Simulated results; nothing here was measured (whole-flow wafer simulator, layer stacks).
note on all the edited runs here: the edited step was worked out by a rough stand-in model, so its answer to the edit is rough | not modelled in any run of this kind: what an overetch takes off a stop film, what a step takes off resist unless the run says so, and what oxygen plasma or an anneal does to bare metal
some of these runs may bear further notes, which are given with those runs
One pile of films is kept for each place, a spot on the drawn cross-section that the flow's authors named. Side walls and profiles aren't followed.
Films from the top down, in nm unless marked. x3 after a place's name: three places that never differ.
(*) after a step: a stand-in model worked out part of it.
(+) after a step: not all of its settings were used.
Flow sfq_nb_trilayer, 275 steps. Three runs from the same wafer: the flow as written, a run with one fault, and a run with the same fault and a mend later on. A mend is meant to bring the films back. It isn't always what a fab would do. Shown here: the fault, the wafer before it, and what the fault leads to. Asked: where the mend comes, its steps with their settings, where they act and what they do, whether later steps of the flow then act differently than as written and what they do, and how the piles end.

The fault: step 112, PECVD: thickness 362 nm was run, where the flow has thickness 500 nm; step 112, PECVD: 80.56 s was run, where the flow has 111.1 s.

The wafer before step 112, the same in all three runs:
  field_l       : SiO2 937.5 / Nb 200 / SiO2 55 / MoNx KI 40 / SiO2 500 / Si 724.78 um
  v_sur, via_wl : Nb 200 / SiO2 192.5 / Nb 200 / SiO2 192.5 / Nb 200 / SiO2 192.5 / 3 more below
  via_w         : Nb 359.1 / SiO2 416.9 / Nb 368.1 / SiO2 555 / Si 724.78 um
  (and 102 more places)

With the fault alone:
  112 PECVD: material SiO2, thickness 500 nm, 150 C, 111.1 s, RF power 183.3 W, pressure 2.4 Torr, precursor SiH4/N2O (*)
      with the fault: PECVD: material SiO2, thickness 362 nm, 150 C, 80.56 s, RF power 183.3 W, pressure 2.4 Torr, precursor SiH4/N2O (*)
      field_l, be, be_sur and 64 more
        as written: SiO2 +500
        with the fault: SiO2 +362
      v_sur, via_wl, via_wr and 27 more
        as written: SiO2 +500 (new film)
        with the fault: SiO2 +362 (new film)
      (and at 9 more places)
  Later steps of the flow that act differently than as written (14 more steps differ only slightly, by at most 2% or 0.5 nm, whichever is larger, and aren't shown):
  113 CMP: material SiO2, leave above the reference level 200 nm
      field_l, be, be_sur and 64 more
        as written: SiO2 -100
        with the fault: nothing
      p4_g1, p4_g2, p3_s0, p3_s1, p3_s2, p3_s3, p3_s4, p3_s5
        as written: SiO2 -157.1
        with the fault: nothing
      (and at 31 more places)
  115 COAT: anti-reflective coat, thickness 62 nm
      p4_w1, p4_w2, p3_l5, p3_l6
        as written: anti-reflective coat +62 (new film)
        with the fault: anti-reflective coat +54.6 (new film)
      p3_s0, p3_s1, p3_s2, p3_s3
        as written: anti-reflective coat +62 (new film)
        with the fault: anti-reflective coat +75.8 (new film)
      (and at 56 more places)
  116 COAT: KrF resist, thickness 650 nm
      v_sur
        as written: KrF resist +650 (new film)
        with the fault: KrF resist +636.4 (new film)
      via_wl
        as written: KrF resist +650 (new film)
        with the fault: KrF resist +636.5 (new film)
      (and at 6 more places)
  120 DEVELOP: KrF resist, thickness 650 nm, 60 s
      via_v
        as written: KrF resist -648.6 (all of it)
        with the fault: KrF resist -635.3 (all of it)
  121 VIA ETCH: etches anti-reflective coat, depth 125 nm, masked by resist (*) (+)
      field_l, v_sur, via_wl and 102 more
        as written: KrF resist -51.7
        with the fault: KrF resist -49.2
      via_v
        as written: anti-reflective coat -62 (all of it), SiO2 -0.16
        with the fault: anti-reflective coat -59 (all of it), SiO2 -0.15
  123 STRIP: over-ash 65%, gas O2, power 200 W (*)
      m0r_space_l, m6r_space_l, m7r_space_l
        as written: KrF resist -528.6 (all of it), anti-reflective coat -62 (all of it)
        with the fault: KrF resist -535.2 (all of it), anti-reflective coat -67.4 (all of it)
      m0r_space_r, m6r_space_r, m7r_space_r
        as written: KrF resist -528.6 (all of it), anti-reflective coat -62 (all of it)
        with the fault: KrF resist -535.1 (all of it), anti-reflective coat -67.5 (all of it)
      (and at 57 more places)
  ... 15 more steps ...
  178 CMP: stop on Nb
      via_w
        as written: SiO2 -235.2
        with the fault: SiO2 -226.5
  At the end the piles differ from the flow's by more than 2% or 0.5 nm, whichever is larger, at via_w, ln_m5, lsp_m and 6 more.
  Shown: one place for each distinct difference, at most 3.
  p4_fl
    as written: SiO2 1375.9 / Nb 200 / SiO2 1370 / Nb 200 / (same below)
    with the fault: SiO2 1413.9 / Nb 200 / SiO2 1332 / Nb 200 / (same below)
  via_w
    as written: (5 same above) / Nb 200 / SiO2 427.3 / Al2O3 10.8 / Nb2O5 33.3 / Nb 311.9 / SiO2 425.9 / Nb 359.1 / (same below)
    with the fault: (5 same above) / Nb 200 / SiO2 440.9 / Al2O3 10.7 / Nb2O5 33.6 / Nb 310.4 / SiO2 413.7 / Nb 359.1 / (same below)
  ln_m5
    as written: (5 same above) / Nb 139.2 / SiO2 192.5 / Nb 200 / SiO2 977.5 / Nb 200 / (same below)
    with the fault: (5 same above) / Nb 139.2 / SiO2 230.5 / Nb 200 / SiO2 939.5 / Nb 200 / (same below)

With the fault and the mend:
  The mend comes after step 112.
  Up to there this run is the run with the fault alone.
  112a PECVD: material SiO2, thickness 138 nm, 150 C, 30.67 s, RF power 183.3 W, pressure 2.4 Torr, precursor SiH4/N2O (the flow's step 112 once more, with other settings)
      field_l, v_sur, via_wl and 102 more
        SiO2 +138
      via_w
        SiO2 +131.5
  Later steps of the flow that act differently than as written:
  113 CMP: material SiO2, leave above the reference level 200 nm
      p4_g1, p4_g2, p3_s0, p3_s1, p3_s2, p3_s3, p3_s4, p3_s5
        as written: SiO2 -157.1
        with the mend: SiO2 -100
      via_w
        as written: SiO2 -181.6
        with the mend: SiO2 -119.3
  At the end the piles are the same as the flow's at every place that both follow.
